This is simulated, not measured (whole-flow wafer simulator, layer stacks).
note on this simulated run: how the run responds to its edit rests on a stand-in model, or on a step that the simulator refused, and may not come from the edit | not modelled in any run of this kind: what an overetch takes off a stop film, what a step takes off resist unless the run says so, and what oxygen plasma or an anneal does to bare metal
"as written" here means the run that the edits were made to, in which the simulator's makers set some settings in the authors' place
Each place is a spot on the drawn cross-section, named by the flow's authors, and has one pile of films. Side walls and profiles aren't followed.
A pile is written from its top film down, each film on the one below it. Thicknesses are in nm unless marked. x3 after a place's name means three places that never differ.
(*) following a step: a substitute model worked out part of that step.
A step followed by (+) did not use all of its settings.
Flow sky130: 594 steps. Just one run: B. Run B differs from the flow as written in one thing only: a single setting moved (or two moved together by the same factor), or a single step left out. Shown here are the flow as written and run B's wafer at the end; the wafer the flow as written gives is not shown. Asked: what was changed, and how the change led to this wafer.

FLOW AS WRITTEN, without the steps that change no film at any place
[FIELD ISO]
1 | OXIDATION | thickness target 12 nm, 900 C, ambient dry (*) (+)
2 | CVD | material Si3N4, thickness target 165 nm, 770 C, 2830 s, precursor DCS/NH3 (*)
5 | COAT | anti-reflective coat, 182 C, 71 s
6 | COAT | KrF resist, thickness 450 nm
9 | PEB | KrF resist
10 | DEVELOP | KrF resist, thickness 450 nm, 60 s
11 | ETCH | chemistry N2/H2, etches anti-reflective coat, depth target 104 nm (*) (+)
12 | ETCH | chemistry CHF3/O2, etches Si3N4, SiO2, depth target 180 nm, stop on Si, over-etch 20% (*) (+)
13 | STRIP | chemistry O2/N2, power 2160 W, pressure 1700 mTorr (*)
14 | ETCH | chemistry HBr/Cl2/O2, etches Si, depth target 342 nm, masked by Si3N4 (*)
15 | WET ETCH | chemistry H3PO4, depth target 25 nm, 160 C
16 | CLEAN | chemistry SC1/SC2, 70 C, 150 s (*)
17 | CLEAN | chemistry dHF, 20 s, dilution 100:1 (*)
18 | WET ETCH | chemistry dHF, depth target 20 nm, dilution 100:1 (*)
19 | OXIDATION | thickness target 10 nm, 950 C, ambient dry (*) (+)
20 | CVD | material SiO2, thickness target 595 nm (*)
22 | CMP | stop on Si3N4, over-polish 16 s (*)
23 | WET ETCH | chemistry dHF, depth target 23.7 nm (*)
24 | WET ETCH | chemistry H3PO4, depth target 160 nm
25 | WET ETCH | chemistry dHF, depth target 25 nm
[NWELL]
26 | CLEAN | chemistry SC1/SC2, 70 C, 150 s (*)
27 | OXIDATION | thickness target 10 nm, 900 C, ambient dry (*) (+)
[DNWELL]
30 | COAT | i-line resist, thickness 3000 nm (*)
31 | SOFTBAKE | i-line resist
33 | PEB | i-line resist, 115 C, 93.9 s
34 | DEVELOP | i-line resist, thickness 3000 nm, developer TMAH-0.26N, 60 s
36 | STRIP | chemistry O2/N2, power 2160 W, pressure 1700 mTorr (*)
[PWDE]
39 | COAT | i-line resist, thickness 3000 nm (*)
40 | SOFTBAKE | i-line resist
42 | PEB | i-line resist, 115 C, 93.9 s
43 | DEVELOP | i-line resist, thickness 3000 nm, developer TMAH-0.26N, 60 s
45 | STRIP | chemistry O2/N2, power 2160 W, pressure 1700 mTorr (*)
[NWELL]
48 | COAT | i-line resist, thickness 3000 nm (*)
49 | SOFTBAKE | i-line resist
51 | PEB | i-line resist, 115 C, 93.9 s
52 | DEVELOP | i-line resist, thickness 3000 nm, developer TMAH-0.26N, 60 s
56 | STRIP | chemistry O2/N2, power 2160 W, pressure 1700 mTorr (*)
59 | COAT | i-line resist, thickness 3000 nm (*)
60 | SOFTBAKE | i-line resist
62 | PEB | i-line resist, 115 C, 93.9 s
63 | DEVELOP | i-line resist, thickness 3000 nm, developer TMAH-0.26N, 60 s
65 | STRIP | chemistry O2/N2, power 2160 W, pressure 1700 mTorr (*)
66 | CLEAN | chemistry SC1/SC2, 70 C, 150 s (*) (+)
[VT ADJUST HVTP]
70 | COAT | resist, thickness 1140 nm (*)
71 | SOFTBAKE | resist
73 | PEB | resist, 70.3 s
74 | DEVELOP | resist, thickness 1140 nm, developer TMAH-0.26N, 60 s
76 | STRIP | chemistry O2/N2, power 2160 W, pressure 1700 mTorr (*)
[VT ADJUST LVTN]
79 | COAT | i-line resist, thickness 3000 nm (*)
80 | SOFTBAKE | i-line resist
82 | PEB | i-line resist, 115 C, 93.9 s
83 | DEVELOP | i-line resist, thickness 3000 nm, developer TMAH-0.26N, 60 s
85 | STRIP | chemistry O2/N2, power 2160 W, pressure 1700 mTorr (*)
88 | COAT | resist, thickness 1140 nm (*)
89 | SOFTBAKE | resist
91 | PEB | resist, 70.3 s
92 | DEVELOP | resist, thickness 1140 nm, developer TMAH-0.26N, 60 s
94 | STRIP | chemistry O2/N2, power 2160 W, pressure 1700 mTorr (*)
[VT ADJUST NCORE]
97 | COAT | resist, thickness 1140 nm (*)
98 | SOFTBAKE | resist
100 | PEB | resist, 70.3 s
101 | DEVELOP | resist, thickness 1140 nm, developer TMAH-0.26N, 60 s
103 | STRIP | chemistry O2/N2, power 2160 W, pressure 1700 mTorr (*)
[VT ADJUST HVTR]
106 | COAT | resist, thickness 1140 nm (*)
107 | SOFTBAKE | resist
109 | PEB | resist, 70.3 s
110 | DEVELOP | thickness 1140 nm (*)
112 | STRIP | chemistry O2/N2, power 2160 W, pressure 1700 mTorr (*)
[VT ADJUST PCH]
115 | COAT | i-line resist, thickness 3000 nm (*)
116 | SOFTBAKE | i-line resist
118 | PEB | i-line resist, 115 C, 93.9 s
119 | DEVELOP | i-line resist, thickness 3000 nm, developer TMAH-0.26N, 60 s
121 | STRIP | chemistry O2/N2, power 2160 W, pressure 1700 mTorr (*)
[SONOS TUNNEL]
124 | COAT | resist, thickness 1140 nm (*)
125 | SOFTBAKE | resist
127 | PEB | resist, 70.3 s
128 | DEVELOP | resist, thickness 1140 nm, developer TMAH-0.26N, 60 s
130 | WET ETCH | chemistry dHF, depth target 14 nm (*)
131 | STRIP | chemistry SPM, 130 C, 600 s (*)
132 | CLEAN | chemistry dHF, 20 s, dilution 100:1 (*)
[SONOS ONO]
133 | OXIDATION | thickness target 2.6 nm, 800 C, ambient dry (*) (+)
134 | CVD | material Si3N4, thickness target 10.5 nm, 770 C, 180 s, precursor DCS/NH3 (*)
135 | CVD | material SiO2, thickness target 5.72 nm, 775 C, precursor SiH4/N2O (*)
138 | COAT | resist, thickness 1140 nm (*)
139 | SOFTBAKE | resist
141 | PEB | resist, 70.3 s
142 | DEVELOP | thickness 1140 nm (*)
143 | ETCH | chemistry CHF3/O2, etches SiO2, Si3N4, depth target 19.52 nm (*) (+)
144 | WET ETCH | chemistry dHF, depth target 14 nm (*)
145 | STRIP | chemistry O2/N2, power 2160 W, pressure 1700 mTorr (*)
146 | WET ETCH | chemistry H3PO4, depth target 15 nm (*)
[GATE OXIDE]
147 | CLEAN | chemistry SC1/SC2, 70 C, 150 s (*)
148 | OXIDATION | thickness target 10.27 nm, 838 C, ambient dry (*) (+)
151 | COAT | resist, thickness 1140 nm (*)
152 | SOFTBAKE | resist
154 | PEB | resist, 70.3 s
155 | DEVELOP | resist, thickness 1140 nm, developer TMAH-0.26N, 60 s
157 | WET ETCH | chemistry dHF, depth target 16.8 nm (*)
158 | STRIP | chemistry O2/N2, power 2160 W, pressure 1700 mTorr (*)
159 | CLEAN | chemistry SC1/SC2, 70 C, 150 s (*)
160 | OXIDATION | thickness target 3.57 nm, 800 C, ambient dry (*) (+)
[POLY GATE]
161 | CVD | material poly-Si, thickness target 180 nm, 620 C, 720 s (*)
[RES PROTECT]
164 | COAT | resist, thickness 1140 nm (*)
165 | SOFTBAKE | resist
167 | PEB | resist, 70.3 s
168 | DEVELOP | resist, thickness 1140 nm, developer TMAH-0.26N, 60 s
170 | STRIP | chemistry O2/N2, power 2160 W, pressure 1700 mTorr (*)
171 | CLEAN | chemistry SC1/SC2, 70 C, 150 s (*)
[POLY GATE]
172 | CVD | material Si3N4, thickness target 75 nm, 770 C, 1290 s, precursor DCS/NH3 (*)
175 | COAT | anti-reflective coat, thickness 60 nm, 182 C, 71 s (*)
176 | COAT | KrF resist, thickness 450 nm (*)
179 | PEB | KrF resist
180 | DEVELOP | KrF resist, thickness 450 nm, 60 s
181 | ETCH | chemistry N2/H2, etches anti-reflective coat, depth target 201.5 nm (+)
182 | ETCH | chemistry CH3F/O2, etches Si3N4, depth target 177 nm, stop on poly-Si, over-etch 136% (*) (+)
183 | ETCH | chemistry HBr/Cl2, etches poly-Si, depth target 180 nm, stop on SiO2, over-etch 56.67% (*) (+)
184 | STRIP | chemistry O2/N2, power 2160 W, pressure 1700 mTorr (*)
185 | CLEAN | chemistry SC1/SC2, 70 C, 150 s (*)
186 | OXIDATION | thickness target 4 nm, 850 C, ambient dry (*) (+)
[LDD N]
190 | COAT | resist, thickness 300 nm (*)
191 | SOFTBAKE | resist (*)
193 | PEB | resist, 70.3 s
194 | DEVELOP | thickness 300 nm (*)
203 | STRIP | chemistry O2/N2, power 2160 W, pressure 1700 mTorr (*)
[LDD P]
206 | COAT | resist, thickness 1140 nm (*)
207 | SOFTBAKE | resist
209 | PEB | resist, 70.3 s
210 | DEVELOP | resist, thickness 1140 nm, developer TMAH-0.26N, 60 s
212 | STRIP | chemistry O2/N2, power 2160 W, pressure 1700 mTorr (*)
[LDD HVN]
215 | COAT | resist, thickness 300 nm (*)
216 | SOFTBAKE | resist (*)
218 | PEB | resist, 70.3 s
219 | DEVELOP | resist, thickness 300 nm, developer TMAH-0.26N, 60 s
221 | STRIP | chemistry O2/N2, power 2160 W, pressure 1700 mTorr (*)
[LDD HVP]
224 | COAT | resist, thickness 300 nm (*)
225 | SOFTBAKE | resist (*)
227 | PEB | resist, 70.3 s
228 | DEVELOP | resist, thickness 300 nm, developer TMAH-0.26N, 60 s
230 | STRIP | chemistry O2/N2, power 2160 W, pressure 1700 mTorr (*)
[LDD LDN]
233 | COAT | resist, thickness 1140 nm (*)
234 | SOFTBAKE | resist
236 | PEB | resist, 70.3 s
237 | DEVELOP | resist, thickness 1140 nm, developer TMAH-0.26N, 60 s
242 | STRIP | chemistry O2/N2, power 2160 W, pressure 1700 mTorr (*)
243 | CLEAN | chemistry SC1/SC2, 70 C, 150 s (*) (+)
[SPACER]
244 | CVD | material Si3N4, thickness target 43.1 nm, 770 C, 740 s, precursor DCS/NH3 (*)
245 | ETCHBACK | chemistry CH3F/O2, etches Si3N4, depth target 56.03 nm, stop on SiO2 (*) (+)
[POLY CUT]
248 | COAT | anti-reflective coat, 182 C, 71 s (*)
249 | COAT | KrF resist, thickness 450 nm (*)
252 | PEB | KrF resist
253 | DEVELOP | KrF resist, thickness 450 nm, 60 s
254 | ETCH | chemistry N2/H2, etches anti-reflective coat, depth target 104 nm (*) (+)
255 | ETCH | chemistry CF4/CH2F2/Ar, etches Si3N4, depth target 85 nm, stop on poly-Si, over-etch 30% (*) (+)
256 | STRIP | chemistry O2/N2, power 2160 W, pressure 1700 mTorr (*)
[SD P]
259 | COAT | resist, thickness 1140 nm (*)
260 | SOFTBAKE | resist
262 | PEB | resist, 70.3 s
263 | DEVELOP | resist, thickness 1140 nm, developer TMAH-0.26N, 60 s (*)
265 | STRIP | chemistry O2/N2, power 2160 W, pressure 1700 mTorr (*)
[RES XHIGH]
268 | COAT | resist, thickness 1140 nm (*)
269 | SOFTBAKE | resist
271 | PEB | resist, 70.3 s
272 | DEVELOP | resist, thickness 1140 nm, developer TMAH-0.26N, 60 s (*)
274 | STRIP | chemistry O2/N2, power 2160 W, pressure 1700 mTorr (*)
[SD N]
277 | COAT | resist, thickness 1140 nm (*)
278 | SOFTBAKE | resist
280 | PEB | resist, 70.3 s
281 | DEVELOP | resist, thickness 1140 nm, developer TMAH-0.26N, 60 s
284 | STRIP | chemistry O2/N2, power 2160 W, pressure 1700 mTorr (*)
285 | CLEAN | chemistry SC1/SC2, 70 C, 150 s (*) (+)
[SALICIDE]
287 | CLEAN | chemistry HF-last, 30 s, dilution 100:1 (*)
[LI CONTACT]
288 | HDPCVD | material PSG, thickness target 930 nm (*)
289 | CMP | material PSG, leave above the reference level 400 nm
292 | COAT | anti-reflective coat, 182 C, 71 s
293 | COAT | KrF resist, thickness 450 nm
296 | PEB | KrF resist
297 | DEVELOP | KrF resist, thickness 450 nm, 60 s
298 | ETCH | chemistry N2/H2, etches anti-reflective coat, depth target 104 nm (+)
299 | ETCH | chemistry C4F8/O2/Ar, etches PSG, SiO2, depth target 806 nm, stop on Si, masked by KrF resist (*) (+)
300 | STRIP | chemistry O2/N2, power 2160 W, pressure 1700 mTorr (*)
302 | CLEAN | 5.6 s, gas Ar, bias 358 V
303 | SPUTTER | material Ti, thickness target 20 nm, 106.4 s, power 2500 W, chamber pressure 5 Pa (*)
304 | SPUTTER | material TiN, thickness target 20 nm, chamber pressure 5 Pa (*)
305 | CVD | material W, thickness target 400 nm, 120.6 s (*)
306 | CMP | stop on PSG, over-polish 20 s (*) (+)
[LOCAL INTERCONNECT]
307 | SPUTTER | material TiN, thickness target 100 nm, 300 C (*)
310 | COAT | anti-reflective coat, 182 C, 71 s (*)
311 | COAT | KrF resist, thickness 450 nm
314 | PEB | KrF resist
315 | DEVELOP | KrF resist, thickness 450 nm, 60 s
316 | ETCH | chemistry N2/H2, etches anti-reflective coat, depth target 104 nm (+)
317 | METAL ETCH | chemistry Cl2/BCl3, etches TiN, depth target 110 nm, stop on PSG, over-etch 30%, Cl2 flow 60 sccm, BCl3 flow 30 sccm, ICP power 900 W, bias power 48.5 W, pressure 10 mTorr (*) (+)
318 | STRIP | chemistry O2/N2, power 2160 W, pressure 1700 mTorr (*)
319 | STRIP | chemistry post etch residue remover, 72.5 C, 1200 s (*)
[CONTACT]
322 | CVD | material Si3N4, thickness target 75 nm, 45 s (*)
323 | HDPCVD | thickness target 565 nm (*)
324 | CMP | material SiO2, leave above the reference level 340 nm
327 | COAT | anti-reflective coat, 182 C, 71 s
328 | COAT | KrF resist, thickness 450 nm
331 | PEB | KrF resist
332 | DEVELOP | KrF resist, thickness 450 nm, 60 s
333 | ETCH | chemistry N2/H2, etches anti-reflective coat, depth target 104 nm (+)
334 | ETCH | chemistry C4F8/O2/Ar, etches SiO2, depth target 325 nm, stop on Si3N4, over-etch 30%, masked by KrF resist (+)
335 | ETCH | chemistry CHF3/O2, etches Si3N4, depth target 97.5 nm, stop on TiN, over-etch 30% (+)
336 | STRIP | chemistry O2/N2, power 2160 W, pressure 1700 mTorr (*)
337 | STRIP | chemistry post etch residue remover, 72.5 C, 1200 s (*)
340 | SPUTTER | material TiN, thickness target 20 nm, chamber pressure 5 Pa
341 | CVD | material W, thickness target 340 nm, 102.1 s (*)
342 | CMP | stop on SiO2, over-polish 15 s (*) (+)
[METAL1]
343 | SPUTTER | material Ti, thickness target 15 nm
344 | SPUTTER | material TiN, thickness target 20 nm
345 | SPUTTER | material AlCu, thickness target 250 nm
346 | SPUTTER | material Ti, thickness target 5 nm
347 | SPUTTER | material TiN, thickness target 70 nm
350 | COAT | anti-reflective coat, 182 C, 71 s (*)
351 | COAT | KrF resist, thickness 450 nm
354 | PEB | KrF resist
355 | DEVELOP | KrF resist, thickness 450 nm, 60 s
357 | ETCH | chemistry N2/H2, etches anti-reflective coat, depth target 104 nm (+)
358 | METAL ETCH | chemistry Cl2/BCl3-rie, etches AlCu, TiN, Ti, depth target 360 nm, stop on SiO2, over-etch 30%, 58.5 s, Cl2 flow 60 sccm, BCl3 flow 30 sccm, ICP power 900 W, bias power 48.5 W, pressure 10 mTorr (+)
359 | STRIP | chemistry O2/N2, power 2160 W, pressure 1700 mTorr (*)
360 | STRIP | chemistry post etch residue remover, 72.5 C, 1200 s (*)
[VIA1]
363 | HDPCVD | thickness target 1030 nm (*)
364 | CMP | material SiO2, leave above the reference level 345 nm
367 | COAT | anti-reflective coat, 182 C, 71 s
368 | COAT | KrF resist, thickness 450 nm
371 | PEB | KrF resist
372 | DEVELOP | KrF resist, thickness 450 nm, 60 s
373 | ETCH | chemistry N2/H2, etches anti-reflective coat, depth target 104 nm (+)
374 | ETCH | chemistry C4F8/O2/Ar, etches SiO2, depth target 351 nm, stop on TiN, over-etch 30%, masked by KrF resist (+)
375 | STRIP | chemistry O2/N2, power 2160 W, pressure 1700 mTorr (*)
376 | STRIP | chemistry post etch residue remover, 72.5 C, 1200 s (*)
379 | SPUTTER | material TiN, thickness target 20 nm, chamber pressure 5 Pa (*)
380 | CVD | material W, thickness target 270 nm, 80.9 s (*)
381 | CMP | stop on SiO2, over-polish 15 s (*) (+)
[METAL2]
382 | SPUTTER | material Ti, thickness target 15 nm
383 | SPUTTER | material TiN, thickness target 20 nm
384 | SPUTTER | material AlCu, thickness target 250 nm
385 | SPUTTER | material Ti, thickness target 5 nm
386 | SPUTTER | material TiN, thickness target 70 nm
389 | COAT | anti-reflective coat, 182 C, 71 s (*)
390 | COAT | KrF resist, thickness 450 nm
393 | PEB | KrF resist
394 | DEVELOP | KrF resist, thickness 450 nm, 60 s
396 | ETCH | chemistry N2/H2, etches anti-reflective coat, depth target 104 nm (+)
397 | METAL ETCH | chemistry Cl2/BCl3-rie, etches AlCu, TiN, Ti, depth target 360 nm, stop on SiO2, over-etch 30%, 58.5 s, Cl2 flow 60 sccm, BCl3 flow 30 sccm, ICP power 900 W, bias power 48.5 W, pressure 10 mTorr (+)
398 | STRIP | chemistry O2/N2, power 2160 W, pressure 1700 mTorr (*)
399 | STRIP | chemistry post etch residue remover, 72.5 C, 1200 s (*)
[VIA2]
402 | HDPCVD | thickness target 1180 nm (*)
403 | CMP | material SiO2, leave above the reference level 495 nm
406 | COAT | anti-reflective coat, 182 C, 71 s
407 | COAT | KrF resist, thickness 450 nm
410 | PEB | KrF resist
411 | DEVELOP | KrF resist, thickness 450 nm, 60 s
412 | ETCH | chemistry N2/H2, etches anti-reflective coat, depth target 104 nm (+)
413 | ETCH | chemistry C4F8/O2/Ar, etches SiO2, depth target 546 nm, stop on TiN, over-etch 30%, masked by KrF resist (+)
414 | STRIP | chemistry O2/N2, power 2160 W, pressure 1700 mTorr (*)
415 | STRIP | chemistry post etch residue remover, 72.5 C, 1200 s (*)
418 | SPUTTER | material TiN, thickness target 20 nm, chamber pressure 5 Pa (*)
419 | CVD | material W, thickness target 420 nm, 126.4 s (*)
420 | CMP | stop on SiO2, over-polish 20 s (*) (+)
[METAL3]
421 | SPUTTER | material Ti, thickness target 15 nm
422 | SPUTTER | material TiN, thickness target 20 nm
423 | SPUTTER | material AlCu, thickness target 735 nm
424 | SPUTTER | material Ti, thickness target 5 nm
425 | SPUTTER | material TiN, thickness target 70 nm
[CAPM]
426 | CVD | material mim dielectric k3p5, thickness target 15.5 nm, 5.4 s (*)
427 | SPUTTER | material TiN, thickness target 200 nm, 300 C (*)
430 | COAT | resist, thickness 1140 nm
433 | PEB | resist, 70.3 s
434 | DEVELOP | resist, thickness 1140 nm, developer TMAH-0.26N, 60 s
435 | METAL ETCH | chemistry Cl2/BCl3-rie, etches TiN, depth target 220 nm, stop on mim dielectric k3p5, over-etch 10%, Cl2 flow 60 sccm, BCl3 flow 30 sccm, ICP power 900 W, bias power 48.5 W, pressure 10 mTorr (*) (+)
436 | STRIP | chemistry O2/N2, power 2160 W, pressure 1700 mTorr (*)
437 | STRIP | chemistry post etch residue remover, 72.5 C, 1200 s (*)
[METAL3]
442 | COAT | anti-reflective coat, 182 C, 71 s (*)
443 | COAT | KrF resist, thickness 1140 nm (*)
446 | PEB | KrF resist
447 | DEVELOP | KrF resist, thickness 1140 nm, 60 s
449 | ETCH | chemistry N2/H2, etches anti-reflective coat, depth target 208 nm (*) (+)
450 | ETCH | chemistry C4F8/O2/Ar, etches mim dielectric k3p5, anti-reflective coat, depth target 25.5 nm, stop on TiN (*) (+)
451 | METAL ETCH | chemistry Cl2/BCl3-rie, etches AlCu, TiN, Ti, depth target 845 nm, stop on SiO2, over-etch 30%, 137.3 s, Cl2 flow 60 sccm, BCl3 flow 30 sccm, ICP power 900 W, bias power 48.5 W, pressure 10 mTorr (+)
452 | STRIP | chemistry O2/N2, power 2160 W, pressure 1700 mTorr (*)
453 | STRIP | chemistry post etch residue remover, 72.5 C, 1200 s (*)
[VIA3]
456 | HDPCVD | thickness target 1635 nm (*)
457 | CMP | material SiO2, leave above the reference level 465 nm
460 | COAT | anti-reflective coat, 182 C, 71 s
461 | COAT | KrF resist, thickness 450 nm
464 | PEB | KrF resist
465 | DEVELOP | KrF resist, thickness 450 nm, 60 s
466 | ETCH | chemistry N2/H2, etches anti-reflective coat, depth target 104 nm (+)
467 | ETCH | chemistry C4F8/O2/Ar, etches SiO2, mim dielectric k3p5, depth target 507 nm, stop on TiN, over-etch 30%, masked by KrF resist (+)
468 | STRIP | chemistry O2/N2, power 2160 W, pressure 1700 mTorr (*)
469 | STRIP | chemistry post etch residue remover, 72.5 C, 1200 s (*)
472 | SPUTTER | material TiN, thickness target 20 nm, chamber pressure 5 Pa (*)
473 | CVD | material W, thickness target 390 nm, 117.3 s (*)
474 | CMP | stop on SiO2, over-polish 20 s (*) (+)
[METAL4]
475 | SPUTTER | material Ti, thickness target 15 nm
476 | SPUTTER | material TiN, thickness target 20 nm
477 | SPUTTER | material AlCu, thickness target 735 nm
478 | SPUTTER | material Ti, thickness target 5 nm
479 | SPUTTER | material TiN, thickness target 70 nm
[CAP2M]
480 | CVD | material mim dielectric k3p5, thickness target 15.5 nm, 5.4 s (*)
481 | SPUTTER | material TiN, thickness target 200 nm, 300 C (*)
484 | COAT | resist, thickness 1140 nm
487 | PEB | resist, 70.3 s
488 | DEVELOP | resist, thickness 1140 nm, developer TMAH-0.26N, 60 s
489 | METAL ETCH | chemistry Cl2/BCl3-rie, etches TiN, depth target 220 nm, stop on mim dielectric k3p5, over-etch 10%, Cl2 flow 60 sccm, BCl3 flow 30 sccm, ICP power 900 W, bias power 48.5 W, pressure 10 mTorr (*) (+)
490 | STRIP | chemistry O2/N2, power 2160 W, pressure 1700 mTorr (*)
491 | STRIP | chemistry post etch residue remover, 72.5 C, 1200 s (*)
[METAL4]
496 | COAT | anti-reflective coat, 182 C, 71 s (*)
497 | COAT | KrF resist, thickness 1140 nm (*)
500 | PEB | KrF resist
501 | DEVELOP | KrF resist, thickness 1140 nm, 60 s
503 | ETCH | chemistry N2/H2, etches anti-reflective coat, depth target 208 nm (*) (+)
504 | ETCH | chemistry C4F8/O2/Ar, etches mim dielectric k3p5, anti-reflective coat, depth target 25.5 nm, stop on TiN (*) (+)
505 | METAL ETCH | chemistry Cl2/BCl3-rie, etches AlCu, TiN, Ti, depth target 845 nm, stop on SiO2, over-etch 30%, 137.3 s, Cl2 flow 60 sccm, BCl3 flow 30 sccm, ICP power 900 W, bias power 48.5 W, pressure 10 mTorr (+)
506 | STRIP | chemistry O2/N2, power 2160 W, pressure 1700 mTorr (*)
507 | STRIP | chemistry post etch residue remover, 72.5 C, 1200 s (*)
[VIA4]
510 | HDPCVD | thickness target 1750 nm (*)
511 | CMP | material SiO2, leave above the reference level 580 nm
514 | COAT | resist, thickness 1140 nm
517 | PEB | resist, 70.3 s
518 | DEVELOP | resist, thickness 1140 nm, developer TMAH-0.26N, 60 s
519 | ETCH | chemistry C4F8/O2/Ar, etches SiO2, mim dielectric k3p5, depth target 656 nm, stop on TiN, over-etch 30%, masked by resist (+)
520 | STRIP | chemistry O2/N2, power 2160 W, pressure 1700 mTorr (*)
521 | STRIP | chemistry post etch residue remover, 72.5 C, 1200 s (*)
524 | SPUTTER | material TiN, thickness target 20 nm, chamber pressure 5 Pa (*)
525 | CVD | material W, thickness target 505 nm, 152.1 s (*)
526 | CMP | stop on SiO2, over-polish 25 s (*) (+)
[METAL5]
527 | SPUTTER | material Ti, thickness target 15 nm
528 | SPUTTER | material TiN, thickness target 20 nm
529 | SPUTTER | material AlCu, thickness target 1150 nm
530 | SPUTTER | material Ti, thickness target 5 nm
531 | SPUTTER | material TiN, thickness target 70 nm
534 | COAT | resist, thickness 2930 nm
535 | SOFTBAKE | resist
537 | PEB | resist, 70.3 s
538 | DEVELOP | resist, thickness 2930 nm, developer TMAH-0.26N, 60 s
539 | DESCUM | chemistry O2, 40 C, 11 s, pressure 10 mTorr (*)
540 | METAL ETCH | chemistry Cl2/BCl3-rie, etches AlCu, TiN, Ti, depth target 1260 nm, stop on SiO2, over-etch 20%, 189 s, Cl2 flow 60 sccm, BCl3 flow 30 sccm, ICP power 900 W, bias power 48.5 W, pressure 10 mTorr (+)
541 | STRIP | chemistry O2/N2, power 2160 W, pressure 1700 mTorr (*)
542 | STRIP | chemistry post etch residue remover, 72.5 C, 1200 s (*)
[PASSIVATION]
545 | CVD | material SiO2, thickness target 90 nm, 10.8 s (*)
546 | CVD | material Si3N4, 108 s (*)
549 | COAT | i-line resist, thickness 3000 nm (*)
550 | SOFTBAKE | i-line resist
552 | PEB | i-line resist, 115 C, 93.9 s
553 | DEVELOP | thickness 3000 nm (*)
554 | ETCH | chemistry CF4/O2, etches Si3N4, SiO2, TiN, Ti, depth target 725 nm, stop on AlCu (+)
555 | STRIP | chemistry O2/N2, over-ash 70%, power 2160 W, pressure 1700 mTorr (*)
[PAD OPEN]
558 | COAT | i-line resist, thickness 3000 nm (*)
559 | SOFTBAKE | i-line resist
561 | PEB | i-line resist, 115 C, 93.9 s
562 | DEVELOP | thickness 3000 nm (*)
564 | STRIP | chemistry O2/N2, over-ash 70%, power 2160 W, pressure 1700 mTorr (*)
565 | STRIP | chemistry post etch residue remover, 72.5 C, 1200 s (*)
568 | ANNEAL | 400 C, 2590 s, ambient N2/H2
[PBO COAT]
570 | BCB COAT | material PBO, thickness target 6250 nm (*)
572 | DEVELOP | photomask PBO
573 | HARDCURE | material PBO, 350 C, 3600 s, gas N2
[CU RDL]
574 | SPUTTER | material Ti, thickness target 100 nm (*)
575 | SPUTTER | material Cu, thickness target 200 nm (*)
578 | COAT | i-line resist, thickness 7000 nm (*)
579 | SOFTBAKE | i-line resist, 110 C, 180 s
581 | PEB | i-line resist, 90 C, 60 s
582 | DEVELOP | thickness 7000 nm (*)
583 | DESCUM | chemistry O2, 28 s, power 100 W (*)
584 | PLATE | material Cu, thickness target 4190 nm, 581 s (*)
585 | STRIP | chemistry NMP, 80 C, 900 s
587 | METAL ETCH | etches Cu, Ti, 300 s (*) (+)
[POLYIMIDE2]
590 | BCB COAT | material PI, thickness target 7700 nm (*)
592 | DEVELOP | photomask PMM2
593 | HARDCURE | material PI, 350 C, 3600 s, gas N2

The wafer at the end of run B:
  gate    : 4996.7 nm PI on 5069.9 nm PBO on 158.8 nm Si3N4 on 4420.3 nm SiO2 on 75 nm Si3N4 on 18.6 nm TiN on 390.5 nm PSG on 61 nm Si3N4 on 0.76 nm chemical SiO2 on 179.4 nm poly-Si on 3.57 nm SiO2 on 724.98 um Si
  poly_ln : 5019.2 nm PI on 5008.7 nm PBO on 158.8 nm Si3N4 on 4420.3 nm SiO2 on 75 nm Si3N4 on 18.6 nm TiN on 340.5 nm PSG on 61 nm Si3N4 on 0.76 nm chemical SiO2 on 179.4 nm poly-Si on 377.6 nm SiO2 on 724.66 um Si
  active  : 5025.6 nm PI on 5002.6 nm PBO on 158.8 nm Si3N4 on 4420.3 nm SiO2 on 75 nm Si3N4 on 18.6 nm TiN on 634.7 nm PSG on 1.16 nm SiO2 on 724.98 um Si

What caused this: step 316, ETCH: depth target 51 nm was run, whereas the flow has depth target 104 nm.

Step by step, how the change led to this:
  316 | ETCH | chemistry N2/H2, etches anti-reflective coat, depth target 104 nm (+)
      field, active, gate and 87 more: -51 anti-reflective coat (as written it would have been: -80 anti-reflective coat (all of it), -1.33 TiN)
      rpo_hd: -51 anti-reflective coat (as written it would have been: -80 anti-reflective coat (all of it), -1.34 TiN)
      (also at 100 further places)
  317 | METAL ETCH | chemistry Cl2/BCl3, etches TiN, depth target 110 nm, stop on PSG, over-etch 30%, Cl2 flow 60 sccm, BCl3 flow 30 sccm, ICP power 900 W, bias power 48.5 W, pressure 10 mTorr (*) (+)
      field, active, gate and 88 more: -29 anti-reflective coat (all of it), -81 TiN (as written it would have been: -98.7 TiN (all of it))
  318 | STRIP | chemistry O2/N2, power 2160 W, pressure 1700 mTorr (*)
      n_well, p_well, gate_hv and 93 more: -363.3 KrF resist (all of it), -80 anti-reflective coat (all of it) (as written it would have been: -333.8 KrF resist (all of it), -80 anti-reflective coat (all of it))
      poly_licon, ndiff_licon, ndiff_licon_cpp, rpo_hd_licon: -363.3 KrF resist (all of it), -80.5 anti-reflective coat (all of it) (as written it would have been: -333.9 KrF resist (all of it), -80.5 anti-reflective coat (all of it))
  324 | CMP | material SiO2, leave above the reference level 340 nm
      field, active, gate and 88 more: -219 SiO2 (as written it would have been: -200.4 SiO2)
Taking metal films that touch as one body, gate has 1 body; the flow as written gives 0 bodies.
Taking metal films that touch as one body, poly_ln has 1 body; the flow as written gives 0 bodies.
Taking metal films that touch as one body, active has 1 body; the flow as written gives 0 bodies.
